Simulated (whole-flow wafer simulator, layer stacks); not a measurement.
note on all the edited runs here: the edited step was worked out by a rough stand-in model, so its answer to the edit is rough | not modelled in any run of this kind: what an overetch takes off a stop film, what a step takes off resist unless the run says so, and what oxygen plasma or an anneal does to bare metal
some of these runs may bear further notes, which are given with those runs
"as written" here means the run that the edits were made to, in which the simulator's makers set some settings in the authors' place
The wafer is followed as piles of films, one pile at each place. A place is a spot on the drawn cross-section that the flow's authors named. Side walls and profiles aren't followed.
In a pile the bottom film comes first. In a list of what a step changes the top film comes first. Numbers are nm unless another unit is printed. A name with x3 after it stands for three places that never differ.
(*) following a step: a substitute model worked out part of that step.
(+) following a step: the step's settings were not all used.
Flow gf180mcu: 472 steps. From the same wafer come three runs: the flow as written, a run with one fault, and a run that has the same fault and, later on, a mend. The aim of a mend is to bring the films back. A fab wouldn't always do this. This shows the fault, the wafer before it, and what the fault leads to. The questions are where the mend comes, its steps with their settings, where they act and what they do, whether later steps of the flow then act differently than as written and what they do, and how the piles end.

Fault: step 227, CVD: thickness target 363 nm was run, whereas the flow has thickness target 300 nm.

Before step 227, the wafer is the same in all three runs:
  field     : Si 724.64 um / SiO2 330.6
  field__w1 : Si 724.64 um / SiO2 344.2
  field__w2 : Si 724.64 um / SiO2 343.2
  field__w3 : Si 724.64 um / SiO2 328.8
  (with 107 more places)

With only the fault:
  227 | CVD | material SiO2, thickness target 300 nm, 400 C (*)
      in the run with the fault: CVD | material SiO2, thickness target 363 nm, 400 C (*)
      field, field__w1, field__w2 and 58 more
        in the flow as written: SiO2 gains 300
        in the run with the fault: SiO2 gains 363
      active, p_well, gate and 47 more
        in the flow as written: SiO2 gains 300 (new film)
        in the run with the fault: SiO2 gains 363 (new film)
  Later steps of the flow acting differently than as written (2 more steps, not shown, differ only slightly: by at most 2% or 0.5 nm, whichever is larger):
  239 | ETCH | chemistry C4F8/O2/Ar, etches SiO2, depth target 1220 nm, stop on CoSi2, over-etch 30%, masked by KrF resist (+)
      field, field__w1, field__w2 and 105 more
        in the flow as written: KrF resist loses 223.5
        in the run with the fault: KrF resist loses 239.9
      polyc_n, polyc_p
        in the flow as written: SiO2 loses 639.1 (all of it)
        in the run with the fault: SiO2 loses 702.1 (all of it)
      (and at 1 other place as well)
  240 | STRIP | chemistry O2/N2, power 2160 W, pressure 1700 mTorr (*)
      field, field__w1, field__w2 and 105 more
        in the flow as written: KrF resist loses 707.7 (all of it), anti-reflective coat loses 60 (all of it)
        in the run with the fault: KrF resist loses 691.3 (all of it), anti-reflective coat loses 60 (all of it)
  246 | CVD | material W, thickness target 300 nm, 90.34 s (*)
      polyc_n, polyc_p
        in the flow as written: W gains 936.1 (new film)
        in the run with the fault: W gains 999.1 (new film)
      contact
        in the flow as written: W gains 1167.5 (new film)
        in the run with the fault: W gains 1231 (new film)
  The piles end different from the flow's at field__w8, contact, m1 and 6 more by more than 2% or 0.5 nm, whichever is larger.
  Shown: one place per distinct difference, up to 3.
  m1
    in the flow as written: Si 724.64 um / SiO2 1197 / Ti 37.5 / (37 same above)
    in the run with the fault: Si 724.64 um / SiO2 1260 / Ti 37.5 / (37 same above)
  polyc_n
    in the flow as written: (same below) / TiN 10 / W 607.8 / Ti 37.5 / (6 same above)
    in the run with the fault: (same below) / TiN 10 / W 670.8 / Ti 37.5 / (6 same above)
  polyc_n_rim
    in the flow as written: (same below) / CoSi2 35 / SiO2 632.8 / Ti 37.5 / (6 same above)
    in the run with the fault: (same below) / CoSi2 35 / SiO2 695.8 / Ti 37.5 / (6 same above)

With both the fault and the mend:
  The mend stands after step 227.
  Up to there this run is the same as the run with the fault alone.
  227a | WET ETCH | chemistry dHF, depth target 63 nm, 25 C, dilution 100:1 (*) (a further turn of the flow's step 17, with different settings)
      field, field__w1, field__w2 and 108 more
        SiO2 loses 63
  Later steps of the flow that are run all act as written at every place that is followed.
  By the end, the piles equal the flow's at every place that both follow.
